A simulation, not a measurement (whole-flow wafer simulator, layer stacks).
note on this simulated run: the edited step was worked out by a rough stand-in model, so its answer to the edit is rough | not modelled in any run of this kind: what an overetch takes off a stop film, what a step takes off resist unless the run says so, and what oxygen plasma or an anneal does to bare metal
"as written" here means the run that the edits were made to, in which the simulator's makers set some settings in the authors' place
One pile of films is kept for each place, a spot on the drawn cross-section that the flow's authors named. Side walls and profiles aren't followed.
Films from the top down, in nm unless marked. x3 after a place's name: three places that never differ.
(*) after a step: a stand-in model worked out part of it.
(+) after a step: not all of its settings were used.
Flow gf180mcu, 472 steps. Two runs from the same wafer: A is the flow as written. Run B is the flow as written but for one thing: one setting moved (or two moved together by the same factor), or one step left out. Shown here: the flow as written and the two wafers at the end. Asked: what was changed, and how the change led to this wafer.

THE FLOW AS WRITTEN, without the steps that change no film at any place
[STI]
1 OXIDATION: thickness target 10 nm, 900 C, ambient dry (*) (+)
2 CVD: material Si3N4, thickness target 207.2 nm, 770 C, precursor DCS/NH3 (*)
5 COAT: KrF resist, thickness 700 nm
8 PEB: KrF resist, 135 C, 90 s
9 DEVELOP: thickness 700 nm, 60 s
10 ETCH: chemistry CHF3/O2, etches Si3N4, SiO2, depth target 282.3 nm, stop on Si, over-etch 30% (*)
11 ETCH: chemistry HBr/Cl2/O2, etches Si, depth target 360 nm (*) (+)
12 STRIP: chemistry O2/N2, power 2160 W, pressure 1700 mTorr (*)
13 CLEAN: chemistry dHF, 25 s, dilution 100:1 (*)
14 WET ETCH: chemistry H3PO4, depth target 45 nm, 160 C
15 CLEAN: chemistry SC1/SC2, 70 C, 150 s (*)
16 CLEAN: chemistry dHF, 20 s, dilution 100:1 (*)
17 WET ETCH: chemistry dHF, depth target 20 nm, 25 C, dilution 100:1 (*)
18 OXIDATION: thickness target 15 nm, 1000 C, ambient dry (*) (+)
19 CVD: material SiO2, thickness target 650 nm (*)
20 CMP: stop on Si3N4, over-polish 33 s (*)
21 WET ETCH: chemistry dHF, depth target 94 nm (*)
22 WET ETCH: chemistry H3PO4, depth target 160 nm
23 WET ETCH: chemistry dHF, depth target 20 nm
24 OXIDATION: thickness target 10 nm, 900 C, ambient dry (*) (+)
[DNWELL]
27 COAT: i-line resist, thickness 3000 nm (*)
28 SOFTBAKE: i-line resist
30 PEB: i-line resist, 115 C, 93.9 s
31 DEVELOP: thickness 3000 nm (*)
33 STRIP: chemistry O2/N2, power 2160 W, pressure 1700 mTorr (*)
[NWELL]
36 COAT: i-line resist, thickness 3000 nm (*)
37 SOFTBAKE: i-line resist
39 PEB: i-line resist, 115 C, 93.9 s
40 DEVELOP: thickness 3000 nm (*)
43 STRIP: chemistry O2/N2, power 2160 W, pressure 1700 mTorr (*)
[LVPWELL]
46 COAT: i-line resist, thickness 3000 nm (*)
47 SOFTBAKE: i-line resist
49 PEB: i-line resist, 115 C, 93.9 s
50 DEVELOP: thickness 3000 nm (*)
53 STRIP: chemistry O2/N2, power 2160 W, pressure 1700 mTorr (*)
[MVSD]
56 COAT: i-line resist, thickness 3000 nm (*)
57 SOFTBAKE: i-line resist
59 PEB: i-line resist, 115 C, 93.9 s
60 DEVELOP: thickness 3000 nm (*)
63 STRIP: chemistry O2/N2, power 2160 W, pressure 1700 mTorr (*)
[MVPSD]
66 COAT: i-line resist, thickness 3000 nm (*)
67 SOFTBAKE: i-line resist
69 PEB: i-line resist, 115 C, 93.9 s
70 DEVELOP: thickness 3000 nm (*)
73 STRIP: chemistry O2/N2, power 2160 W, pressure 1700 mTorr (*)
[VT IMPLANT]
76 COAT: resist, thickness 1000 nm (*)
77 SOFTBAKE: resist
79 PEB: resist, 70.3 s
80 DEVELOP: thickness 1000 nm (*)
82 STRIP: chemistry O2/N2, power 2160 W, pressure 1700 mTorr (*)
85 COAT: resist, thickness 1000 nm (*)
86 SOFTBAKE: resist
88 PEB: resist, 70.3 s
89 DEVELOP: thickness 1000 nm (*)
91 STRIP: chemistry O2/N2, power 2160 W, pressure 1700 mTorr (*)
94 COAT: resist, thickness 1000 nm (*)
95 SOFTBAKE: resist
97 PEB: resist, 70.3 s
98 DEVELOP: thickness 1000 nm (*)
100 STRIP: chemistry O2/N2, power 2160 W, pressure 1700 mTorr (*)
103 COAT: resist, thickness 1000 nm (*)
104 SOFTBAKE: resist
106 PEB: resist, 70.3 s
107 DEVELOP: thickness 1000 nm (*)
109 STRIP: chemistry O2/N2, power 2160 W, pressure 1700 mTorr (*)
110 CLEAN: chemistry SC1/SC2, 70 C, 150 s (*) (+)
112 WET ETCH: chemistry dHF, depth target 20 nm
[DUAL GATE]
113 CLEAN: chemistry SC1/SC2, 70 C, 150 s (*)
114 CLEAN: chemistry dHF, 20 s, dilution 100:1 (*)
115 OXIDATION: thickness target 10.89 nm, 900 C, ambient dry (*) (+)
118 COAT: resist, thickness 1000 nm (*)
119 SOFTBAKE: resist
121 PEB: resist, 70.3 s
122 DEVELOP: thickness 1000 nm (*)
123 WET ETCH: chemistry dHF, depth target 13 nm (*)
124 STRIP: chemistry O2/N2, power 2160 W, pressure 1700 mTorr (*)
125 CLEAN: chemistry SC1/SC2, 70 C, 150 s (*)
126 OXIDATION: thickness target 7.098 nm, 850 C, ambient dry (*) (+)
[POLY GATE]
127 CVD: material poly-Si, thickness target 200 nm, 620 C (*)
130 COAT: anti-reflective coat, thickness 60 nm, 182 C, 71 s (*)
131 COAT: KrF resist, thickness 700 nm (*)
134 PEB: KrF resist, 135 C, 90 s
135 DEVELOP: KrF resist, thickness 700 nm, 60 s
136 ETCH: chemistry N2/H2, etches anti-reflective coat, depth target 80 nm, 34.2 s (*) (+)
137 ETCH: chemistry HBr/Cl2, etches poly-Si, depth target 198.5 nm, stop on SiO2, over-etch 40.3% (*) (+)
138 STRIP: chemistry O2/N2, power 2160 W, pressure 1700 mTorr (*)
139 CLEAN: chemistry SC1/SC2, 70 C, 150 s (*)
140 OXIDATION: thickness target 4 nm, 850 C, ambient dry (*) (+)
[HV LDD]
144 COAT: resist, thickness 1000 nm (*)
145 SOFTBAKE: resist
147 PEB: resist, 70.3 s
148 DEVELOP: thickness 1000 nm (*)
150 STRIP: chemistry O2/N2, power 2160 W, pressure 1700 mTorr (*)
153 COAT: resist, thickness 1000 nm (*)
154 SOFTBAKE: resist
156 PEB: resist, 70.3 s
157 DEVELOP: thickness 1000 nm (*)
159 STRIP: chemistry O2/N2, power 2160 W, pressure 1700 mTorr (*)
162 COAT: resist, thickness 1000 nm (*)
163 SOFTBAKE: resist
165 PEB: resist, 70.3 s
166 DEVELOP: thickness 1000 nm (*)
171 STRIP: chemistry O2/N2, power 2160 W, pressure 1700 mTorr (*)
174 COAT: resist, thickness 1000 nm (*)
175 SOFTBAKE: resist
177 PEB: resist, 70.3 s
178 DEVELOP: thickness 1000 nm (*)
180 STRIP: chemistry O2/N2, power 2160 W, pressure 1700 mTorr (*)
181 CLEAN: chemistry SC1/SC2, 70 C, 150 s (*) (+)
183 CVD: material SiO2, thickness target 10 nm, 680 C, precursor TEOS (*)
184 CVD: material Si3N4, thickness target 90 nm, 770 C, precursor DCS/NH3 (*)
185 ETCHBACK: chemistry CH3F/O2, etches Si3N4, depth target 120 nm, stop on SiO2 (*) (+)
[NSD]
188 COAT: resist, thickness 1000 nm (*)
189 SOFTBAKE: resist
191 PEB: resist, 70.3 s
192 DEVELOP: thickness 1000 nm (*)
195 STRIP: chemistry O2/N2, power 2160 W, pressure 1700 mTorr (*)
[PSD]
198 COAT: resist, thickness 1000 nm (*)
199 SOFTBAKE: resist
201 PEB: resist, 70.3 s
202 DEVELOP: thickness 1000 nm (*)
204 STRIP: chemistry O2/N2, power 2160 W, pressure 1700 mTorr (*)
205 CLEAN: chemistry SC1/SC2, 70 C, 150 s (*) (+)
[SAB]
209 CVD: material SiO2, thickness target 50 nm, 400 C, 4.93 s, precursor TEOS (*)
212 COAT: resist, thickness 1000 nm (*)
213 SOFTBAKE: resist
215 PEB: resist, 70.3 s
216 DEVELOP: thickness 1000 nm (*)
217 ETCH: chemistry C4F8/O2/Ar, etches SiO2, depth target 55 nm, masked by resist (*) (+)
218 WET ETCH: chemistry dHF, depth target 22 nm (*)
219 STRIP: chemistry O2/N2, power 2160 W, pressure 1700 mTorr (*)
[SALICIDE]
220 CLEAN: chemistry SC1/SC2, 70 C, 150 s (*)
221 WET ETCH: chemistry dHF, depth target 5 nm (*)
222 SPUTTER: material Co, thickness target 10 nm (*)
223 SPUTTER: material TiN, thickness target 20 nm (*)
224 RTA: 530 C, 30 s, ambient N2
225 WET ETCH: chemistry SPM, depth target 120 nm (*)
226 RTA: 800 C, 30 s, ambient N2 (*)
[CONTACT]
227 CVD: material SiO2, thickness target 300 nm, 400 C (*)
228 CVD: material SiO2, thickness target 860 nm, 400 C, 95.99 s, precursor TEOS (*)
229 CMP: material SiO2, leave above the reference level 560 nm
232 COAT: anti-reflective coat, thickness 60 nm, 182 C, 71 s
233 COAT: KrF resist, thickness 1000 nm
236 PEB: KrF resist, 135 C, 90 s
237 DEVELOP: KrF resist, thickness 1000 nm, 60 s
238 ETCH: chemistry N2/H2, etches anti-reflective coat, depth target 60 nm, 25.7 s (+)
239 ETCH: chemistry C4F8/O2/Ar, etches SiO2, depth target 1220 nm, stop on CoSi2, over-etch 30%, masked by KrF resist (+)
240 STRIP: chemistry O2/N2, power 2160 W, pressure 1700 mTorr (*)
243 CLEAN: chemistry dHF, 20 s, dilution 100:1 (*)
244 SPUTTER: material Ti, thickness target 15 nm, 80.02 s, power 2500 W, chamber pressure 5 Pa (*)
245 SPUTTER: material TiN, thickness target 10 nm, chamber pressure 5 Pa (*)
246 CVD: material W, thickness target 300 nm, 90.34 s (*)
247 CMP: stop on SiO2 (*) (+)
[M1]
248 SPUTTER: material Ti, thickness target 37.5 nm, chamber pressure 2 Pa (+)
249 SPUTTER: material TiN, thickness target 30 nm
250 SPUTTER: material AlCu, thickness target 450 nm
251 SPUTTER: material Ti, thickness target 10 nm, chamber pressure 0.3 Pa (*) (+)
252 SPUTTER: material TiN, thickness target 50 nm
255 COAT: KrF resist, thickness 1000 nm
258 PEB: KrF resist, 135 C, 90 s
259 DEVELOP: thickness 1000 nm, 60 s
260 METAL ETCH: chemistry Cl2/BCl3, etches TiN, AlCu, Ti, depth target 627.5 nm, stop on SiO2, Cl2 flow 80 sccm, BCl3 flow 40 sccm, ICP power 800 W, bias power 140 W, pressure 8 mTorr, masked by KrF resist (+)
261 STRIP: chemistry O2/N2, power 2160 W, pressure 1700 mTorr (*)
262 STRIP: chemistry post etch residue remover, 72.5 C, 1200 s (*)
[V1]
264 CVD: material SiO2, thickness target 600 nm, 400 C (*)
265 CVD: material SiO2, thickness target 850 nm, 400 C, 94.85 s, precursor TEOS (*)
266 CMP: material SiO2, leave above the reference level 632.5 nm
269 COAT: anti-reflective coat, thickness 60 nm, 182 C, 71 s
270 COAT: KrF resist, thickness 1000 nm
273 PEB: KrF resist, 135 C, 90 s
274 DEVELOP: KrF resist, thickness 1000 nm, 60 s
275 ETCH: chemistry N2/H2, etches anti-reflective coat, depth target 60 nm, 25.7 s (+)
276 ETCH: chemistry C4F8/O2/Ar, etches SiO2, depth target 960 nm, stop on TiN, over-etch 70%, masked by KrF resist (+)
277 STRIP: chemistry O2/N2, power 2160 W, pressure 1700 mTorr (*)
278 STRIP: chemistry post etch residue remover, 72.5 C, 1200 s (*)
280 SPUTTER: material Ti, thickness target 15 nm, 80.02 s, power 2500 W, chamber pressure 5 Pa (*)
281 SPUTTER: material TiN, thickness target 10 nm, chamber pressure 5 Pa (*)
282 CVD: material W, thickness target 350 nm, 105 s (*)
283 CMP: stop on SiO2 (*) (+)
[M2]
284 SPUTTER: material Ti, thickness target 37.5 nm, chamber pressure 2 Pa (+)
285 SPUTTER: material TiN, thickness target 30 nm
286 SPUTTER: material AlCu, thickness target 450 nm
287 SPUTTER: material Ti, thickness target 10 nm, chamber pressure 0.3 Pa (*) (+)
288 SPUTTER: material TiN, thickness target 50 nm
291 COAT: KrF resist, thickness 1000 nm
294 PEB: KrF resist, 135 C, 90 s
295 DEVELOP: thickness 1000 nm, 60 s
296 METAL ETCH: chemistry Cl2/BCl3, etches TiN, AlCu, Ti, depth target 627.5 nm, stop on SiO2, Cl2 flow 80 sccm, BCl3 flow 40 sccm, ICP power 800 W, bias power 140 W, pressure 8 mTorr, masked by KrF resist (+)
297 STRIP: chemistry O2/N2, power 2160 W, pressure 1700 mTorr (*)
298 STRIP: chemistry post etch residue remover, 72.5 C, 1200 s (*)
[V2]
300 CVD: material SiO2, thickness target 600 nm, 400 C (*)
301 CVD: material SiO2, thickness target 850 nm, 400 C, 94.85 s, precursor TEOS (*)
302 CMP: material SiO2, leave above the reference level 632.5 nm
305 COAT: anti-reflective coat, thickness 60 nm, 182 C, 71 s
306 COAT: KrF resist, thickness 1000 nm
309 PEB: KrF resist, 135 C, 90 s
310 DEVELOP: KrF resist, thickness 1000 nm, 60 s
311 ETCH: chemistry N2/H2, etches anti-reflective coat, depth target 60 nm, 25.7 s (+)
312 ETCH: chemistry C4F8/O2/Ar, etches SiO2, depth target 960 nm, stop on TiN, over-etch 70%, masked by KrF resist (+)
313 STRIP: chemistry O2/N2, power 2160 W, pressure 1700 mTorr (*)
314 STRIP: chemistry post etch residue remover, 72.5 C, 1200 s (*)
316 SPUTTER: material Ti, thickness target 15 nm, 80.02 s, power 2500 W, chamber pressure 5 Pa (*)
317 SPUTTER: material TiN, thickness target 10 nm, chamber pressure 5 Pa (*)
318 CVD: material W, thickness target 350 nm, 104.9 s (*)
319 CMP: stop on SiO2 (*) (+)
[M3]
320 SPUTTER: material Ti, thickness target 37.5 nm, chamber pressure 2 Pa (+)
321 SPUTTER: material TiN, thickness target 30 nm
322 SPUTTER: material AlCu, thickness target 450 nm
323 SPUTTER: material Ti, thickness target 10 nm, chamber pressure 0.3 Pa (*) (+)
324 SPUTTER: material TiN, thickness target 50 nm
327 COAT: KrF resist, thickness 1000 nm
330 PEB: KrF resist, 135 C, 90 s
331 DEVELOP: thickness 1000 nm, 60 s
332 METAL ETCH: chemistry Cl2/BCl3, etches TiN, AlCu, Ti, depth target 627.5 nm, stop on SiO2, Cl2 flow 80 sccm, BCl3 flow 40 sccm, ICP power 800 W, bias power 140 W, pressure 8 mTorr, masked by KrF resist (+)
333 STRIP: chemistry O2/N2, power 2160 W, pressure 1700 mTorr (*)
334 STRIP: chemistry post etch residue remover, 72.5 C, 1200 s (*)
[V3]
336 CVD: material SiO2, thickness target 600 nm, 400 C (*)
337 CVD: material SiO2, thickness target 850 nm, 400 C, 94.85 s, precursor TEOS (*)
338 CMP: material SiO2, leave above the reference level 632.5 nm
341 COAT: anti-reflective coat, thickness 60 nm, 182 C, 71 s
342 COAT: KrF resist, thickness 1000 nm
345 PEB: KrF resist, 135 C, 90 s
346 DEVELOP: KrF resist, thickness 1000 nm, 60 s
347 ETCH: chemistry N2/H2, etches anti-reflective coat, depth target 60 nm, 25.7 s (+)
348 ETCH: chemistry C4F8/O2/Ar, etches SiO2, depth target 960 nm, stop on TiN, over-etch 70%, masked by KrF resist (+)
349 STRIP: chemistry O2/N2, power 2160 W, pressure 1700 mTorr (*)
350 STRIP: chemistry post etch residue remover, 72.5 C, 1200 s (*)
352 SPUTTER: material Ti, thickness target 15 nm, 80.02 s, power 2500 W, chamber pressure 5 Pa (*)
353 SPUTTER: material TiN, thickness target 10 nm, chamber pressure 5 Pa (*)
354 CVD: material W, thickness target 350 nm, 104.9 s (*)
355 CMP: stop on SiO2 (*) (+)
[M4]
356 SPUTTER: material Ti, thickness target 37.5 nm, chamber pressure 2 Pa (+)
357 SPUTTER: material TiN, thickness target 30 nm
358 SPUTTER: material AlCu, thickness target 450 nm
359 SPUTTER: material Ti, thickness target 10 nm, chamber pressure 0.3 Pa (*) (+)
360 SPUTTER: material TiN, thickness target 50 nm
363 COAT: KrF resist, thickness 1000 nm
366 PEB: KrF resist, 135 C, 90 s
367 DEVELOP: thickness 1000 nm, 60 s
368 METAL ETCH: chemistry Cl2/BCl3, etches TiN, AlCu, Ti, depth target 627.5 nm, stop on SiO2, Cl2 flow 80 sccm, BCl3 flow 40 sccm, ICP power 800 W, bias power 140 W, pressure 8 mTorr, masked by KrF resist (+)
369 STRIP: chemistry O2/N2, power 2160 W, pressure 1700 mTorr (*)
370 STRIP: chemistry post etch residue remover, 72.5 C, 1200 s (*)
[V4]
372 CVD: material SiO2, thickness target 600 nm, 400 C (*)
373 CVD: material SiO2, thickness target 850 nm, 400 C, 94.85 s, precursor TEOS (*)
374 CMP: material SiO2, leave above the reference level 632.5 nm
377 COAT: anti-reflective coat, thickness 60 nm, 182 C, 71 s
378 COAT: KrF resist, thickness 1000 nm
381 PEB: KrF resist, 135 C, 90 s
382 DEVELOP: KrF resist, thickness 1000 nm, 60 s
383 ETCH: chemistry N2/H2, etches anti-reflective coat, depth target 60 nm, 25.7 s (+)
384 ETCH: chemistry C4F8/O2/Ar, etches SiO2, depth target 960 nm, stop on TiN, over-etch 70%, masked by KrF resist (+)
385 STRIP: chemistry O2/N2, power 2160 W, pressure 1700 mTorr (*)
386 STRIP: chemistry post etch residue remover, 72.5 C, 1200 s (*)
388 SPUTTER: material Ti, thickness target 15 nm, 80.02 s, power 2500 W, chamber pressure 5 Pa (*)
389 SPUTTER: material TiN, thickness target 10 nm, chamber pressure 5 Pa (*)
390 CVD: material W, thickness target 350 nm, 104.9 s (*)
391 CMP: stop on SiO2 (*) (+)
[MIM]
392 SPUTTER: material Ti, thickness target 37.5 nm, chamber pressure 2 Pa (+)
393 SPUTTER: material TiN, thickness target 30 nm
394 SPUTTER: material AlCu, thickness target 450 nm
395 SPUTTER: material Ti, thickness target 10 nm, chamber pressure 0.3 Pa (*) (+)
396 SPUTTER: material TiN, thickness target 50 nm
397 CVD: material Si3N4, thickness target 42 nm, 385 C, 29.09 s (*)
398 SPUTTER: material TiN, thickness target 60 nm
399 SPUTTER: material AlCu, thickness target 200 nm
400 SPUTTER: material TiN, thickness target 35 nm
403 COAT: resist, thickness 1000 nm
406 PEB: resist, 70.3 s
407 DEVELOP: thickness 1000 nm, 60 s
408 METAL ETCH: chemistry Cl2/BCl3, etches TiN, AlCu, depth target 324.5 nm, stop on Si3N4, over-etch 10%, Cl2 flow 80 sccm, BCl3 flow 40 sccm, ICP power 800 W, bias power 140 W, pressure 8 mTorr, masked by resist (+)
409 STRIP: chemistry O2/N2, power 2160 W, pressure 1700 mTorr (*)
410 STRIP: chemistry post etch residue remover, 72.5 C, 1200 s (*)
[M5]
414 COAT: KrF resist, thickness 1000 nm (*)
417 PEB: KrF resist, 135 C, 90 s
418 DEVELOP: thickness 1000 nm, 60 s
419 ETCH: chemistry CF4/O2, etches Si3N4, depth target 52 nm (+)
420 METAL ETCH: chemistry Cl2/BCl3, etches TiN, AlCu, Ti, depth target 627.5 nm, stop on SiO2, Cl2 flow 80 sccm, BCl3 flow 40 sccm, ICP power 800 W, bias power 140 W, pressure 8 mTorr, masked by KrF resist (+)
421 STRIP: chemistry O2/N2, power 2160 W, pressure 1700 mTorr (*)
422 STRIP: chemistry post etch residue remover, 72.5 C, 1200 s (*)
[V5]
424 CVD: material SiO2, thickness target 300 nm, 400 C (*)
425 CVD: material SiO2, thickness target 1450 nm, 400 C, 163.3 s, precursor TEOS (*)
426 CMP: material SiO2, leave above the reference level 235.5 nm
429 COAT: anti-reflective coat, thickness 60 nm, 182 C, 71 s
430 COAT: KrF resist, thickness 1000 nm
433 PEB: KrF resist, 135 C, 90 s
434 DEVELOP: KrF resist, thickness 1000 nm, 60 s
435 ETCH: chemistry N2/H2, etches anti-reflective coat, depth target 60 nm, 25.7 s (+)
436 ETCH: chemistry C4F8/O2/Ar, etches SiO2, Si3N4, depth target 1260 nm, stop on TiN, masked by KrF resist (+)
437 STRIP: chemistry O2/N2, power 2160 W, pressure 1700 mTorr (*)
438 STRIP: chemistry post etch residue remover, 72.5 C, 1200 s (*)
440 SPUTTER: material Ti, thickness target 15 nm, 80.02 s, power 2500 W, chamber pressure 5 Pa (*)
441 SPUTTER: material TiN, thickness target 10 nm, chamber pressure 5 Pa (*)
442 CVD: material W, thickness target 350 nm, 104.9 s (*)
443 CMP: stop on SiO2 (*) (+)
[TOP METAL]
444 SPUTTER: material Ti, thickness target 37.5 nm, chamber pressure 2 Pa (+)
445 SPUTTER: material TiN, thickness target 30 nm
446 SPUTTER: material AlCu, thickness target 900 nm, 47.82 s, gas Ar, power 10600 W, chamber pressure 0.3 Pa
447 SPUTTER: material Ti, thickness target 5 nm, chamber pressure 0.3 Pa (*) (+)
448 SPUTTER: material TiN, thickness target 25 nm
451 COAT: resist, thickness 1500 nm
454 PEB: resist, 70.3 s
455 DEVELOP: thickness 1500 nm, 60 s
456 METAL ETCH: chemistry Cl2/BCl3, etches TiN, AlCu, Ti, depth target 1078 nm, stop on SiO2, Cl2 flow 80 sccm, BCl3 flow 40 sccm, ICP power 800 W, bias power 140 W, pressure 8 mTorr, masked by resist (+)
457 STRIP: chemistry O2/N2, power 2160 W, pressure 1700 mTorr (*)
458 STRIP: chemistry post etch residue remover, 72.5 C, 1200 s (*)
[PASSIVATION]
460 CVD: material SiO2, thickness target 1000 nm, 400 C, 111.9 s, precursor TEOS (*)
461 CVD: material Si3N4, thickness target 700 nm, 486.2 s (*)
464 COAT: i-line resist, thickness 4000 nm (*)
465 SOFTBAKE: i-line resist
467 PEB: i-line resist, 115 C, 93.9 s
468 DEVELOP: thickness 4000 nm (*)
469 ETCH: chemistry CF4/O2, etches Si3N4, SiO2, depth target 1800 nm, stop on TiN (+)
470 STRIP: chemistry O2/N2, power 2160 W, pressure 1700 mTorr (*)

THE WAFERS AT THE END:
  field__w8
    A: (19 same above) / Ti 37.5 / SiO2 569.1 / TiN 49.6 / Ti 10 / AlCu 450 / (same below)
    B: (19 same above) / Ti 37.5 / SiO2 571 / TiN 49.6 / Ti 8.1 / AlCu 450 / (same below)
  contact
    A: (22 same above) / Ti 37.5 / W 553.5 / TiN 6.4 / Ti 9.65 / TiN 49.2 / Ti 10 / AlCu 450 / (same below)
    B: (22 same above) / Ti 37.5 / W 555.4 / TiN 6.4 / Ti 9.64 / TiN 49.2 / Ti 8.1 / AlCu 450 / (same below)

The cause: step 323, SPUTTER: thickness target 8.1 nm was run, where the flow has thickness target 10 nm.
It can be read off the wafer: field__w8 has Ti 8.1, and step 323 as written asks for 10 nm.

How the change led to this, step by step:
  323 SPUTTER: material Ti, thickness target 10 nm, chamber pressure 0.3 Pa (*) (+)
      field, field__w1, field__w2 and 108 more: A Ti +10 (new film) | B Ti +8.1 (new film)
  332 METAL ETCH: chemistry Cl2/BCl3, etches TiN, AlCu, Ti, depth target 627.5 nm, stop on SiO2, Cl2 flow 80 sccm, BCl3 flow 40 sccm, ICP power 800 W, bias power 140 W, pressure 8 mTorr, masked by KrF resist (+)
      field, field__w1, field__w2 and 103 more: A TiN -50 (all of it), Ti -10 (all of it), AlCu -450 (all of it), TiN -30 (all of it), Ti -37.5 (all of it) | B TiN -50 (all of it), Ti -8.1 (all of it), AlCu -450 (all of it), TiN -30 (all of it), Ti -37.5 (all of it)
